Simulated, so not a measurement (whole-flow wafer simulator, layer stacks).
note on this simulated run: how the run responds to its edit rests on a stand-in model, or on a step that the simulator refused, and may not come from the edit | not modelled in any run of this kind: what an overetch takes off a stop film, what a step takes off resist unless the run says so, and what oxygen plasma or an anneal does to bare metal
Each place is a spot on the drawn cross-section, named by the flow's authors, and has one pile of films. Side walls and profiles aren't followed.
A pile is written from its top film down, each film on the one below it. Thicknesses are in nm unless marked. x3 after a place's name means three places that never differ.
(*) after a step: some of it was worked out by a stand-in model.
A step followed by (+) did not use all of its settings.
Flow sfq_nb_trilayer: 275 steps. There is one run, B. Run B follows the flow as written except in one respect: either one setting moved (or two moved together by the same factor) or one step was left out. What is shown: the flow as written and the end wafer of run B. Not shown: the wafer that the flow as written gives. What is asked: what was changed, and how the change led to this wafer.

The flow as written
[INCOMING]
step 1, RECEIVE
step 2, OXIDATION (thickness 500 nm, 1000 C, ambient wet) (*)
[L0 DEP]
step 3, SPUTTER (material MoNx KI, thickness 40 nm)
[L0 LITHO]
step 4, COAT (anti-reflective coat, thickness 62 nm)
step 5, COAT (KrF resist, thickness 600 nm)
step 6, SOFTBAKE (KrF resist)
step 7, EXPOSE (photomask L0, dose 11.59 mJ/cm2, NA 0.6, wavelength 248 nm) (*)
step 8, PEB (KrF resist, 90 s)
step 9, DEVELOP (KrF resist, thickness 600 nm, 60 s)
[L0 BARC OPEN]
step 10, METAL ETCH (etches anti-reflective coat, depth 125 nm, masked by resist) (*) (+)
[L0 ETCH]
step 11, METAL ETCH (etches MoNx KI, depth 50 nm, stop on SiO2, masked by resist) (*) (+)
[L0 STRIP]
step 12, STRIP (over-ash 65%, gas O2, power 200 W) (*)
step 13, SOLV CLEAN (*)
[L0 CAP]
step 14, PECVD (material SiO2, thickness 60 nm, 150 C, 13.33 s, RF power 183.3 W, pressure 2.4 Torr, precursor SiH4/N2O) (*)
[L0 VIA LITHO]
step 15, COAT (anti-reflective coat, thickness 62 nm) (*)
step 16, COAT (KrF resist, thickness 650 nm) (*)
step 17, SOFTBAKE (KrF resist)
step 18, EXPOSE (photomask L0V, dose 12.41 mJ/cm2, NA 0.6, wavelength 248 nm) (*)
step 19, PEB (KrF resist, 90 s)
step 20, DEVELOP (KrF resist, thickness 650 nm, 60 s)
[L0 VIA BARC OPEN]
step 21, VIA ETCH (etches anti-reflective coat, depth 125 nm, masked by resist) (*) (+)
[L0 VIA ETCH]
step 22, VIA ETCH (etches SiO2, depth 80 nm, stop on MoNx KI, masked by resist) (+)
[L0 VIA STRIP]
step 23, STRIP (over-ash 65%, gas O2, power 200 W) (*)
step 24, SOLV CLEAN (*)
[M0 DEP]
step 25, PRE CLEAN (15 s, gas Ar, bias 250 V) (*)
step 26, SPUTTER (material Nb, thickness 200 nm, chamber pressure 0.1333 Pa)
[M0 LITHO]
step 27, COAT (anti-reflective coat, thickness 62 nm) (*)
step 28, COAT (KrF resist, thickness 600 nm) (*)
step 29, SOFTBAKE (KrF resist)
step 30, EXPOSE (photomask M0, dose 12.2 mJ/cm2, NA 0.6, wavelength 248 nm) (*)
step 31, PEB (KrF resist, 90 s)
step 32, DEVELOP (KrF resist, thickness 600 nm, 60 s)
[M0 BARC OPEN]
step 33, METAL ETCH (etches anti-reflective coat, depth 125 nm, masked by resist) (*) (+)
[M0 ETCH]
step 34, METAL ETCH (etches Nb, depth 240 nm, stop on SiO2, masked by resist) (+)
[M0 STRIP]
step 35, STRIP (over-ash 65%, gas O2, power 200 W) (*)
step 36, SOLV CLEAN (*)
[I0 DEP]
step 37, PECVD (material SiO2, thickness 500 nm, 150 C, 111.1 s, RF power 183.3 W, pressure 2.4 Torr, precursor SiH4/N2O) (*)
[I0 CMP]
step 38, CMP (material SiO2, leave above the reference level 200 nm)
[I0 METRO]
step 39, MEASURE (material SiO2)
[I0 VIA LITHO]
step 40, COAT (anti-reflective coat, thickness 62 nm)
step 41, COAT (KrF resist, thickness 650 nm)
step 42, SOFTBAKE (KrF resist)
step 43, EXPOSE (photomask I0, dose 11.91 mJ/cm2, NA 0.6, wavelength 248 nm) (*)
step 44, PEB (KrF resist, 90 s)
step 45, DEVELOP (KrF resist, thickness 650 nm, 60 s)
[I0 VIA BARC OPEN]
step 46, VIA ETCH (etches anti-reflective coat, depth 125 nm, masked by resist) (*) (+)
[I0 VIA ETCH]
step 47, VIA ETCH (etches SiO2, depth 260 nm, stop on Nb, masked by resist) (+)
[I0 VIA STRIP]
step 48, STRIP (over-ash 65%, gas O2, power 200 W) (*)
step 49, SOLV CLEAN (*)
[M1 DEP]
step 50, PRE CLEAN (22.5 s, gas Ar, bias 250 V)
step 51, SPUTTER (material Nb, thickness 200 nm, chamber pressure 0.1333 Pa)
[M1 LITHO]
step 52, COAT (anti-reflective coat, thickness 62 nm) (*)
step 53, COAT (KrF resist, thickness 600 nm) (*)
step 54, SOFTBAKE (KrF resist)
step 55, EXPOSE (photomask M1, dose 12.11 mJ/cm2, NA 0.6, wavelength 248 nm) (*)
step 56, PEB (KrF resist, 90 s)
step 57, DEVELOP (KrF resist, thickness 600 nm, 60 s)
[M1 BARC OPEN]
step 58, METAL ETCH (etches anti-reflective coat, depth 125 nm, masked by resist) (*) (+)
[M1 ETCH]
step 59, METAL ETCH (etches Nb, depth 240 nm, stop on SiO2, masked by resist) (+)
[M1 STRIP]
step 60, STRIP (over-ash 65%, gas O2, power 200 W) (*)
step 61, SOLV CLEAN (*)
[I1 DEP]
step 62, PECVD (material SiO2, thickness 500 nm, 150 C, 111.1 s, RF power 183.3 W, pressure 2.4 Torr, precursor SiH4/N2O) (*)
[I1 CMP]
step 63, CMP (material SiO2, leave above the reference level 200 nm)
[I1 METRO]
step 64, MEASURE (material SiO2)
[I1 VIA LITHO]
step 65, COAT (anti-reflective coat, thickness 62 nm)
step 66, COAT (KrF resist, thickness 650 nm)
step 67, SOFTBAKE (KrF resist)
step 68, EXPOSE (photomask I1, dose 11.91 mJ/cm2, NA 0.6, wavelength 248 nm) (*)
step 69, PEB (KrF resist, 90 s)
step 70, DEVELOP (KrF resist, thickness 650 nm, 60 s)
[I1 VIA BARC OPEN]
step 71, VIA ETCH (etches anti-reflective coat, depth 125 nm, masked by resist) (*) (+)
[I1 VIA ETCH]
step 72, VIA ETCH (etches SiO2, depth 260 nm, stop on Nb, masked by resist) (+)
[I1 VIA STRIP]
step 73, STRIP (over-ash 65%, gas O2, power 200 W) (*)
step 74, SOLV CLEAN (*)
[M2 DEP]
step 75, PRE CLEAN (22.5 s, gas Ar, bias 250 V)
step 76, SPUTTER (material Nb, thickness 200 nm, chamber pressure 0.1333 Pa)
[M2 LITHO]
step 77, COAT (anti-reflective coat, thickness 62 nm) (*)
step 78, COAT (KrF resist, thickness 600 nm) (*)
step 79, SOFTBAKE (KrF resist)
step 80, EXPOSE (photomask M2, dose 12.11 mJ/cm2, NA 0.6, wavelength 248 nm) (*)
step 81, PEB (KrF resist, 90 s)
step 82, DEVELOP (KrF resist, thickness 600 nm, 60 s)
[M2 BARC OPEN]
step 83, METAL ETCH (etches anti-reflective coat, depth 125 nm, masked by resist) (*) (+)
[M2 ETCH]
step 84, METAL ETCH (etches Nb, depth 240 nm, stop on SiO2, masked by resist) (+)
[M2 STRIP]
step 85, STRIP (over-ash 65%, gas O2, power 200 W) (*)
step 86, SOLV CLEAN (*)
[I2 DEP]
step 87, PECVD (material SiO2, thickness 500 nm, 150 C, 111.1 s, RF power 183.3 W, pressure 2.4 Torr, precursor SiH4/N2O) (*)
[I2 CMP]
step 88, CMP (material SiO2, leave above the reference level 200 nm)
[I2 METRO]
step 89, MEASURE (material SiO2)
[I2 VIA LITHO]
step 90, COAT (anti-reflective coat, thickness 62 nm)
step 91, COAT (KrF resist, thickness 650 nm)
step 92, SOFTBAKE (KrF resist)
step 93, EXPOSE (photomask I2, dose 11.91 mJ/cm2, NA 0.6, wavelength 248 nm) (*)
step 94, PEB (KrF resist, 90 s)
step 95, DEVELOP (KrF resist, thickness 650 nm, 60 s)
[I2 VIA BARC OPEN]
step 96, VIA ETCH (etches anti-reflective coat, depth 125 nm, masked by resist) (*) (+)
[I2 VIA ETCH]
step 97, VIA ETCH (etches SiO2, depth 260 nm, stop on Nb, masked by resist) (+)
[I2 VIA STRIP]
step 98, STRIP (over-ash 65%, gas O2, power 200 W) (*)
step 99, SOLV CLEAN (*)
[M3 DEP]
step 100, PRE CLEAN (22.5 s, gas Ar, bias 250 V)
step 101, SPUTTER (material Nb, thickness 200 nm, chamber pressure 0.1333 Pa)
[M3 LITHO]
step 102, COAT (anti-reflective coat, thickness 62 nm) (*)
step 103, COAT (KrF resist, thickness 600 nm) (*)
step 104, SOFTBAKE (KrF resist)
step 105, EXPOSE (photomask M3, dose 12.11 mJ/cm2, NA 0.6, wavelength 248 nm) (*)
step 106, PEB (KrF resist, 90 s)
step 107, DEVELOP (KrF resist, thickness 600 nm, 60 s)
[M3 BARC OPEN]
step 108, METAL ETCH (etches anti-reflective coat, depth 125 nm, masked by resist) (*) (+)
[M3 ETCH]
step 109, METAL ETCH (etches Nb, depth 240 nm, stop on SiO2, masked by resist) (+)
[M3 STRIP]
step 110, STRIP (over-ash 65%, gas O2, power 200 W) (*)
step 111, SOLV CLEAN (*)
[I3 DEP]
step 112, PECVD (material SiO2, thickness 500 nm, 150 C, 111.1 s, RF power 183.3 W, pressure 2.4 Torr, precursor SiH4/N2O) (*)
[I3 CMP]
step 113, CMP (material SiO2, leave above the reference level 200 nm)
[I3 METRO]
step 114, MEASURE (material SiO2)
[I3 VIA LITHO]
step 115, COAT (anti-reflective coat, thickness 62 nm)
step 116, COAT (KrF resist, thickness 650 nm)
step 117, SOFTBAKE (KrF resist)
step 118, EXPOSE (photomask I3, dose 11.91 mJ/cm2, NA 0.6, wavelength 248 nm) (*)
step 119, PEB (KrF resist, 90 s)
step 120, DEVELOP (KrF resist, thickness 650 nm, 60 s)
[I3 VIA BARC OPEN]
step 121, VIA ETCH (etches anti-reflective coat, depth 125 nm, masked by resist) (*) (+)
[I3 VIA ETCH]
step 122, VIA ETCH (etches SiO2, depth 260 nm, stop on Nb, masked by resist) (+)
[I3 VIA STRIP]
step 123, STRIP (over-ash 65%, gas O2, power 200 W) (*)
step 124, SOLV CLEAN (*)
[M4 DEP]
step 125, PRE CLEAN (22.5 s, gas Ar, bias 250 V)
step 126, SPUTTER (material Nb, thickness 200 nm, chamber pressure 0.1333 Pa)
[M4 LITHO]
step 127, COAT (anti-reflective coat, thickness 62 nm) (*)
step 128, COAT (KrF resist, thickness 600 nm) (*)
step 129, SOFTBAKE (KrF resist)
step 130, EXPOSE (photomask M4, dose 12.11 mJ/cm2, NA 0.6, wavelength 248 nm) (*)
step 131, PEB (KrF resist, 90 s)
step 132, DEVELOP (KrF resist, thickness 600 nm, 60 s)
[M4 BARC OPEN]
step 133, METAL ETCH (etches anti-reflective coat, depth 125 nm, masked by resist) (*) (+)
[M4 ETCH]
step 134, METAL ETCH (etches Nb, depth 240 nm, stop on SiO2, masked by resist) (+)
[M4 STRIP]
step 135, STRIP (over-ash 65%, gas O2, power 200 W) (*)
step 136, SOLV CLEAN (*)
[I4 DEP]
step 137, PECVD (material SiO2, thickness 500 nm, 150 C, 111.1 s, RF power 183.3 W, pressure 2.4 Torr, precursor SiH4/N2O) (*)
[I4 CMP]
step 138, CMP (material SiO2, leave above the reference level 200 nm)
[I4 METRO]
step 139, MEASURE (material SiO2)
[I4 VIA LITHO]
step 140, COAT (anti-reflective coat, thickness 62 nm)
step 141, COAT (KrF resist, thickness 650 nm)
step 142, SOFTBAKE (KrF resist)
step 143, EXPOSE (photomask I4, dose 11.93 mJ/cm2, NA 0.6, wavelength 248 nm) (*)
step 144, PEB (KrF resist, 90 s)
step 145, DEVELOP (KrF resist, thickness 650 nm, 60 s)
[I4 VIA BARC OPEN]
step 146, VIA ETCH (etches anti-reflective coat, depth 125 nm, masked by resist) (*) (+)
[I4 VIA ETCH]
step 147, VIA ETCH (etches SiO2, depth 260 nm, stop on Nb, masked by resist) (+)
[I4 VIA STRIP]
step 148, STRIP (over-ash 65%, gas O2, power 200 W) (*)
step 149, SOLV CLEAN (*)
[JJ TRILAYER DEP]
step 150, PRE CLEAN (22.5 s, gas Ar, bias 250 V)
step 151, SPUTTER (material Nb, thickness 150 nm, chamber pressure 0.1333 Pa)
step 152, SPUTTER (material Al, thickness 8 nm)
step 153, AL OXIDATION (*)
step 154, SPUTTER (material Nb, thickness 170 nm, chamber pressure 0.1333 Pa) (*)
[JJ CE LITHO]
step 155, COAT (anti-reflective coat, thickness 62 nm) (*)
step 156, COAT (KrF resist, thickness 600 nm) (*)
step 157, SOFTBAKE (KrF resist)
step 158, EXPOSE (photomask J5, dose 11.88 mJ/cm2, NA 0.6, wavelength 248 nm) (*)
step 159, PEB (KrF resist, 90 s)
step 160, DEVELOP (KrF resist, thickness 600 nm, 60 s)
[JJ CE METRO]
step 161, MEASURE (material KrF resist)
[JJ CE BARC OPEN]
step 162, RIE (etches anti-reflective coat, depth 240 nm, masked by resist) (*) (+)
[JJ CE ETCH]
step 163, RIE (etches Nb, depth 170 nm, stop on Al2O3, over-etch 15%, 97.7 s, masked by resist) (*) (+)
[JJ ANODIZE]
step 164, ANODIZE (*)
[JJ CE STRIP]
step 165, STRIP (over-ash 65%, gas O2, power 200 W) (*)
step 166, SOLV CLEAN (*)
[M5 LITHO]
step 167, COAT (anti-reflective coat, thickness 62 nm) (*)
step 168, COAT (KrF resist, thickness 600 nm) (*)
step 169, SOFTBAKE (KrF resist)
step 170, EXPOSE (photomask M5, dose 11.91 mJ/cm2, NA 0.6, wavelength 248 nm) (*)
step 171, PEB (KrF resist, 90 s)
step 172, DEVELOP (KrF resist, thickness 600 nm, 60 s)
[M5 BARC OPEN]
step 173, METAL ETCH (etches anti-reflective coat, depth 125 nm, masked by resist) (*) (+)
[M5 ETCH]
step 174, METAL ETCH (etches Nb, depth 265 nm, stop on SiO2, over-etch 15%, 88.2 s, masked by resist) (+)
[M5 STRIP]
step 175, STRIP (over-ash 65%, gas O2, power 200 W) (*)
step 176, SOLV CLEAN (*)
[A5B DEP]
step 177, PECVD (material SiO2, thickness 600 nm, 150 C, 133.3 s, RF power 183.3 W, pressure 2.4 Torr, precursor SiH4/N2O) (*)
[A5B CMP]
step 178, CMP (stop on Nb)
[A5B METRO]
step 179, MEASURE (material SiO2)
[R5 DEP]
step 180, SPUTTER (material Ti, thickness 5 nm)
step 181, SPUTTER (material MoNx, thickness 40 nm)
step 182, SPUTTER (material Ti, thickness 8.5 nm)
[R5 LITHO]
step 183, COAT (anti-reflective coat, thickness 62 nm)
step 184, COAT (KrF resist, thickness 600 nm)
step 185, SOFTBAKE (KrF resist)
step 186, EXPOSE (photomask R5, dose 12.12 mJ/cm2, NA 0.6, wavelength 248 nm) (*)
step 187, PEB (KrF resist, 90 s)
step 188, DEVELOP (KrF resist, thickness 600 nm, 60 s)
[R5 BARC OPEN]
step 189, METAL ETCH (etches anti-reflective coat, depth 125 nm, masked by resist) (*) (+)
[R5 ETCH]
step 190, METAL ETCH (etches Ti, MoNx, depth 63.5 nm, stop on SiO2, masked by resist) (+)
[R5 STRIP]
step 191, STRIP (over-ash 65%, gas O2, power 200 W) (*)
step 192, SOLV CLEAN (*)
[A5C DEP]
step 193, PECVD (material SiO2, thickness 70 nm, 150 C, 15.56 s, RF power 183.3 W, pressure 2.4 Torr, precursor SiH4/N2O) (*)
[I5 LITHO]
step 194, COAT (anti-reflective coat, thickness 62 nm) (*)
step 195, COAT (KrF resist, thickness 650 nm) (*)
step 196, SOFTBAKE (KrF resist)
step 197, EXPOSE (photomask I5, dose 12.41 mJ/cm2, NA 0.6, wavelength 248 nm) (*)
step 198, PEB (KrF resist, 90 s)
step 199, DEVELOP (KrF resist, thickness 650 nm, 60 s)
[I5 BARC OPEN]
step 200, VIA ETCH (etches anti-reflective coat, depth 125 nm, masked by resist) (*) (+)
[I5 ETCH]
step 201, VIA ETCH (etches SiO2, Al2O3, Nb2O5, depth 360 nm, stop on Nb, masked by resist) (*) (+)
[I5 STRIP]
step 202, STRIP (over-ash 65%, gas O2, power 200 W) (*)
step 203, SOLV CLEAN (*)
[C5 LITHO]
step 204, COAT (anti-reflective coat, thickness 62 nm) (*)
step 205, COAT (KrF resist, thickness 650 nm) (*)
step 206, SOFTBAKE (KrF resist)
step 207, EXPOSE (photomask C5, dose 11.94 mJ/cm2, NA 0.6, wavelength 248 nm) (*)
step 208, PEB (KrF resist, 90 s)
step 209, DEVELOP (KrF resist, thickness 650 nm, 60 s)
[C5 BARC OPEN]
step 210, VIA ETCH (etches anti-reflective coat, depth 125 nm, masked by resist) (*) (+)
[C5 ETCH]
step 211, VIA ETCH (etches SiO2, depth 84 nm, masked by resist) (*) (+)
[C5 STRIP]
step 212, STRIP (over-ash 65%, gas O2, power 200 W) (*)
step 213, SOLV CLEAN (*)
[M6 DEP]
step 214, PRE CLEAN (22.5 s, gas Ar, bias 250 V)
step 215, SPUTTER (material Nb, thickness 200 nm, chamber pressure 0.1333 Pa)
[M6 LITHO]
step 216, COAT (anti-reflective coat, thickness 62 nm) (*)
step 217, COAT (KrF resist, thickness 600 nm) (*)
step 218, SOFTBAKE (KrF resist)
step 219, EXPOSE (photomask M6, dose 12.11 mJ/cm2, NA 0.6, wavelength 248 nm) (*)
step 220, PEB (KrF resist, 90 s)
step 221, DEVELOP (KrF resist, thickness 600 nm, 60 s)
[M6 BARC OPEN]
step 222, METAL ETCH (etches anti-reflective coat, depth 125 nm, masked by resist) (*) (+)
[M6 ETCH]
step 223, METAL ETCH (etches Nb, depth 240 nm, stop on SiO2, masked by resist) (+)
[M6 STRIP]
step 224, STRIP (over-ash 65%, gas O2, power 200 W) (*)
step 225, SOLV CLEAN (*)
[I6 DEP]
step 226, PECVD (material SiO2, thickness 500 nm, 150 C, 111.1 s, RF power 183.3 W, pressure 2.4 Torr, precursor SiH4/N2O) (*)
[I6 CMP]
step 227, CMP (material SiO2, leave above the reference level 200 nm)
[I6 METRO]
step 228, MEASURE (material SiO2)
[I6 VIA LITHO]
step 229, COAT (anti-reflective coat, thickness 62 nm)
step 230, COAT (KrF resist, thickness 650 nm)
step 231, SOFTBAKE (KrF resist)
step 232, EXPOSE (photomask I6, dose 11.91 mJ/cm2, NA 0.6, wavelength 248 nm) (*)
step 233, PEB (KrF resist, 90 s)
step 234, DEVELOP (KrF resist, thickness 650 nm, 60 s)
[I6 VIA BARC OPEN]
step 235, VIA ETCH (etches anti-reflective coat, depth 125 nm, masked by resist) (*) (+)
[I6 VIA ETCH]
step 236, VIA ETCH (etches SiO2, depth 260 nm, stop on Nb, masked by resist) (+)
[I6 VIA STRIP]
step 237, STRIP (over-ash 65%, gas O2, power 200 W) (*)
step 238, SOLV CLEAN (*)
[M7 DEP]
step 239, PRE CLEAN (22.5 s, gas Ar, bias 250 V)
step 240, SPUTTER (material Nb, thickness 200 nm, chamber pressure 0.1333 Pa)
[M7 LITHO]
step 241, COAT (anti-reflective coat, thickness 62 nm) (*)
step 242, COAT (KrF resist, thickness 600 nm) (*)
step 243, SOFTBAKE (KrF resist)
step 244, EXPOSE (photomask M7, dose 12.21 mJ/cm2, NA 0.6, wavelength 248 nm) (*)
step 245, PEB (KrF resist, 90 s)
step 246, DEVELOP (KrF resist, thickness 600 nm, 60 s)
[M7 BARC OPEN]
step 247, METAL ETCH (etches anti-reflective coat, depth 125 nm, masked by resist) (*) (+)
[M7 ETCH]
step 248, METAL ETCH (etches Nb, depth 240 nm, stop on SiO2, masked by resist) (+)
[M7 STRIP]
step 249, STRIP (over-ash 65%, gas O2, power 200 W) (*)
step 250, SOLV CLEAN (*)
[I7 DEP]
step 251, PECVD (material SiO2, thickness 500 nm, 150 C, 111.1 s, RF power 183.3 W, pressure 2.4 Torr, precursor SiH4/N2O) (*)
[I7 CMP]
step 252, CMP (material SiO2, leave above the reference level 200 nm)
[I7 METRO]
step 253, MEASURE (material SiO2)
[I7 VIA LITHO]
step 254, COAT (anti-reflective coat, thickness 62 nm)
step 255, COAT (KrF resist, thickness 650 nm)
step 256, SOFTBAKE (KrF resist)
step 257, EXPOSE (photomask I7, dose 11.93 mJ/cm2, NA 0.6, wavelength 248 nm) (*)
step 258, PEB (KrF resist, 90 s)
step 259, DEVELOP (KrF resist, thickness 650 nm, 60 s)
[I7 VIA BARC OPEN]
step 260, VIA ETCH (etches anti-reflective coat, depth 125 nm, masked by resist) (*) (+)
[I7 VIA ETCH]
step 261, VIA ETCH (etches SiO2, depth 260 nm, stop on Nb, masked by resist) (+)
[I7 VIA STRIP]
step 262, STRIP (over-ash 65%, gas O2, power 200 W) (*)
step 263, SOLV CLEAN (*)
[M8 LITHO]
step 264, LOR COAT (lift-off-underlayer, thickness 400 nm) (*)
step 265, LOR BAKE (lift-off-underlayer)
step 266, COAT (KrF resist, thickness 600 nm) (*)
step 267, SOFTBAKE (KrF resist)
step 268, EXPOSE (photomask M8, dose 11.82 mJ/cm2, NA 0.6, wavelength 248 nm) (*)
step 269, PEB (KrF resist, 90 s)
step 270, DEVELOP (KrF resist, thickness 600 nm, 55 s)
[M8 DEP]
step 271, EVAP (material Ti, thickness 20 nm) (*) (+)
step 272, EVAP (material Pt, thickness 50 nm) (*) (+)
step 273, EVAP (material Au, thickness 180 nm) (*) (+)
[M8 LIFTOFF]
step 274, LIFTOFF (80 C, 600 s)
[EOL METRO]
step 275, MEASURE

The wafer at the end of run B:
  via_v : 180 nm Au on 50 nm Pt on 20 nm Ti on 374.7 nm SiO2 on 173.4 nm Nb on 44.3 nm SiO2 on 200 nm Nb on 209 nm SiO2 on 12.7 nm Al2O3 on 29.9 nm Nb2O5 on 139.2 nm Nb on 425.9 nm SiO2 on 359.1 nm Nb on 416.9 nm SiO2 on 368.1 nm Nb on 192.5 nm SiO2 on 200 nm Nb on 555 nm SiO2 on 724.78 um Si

Cause: step 236, VIA ETCH: depth 148 nm was run, though the flow has depth 260 nm.

How this came from the change, step by step:
  step 236, VIA ETCH (etches SiO2, depth 260 nm, stop on Nb, masked by resist) (+)
      via_v: -148 SiO2 (as written it would have been: -199.8 SiO2 (all of it))
      field_l, v_sur, via_wl and 102 more: -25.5 KrF resist (as written it would have been: -44.8 KrF resist)
  step 237, STRIP (over-ash 65%, gas O2, power 200 W) (*)
      field_l, v_sur, via_wl and 102 more: -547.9 KrF resist (all of it), -62 anti-reflective coat (all of it) (as written it would have been: -528.6 KrF resist (all of it), -62 anti-reflective coat (all of it))
  step 239, PRE CLEAN (22.5 s, gas Ar, bias 250 V)
      via_v: -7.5 SiO2 (as written it would have been: -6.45 Nb)
  step 240, SPUTTER (material Nb, thickness 200 nm, chamber pressure 0.1333 Pa)
      via_v: +173.4 Nb (new film) (as written it would have been: +161.1 Nb)
  step 241, COAT (anti-reflective coat, thickness 62 nm) (*)
      via_v: +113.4 anti-reflective coat (new film) (as written it would have been: +126 anti-reflective coat (new film))
  step 242, COAT (KrF resist, thickness 600 nm) (*)
      via_v: +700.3 KrF resist (new film) (as written it would have been: +742.5 KrF resist (new film))
  step 249, STRIP (over-ash 65%, gas O2, power 200 W) (*)
      via_v: -482.4 KrF resist (all of it), -113.4 anti-reflective coat (all of it) (as written it would have been: -524.5 KrF resist (all of it), -126 anti-reflective coat (all of it))
  step 251, PECVD (material SiO2, thickness 500 nm, 150 C, 111.1 s, RF power 183.3 W, pressure 2.4 Torr, precursor SiH4/N2O) (*)
      via_v: +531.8 SiO2 (new film) (as written it would have been: +621 SiO2 (new film))
  step 252, CMP (material SiO2, leave above the reference level 200 nm)
      via_v: -157.1 SiO2 (as written it would have been: -183.1 SiO2)
Taking metal films that touch as one body, via_v has 7 bodies (between them, from the top down: SiO2 374.7; SiO2 44.3; SiO2 209 / Al2O3 12.7 / Nb2O5 29.9; SiO2 425.9; SiO2 416.9; SiO2 192.5); the flow as written gives 6 bodies (between them, from the top down: SiO2 437.8; SiO2 209 / Al2O3 12.7 / Nb2O5 29.9; SiO2 425.9; SiO2 416.9; SiO2 192.5).
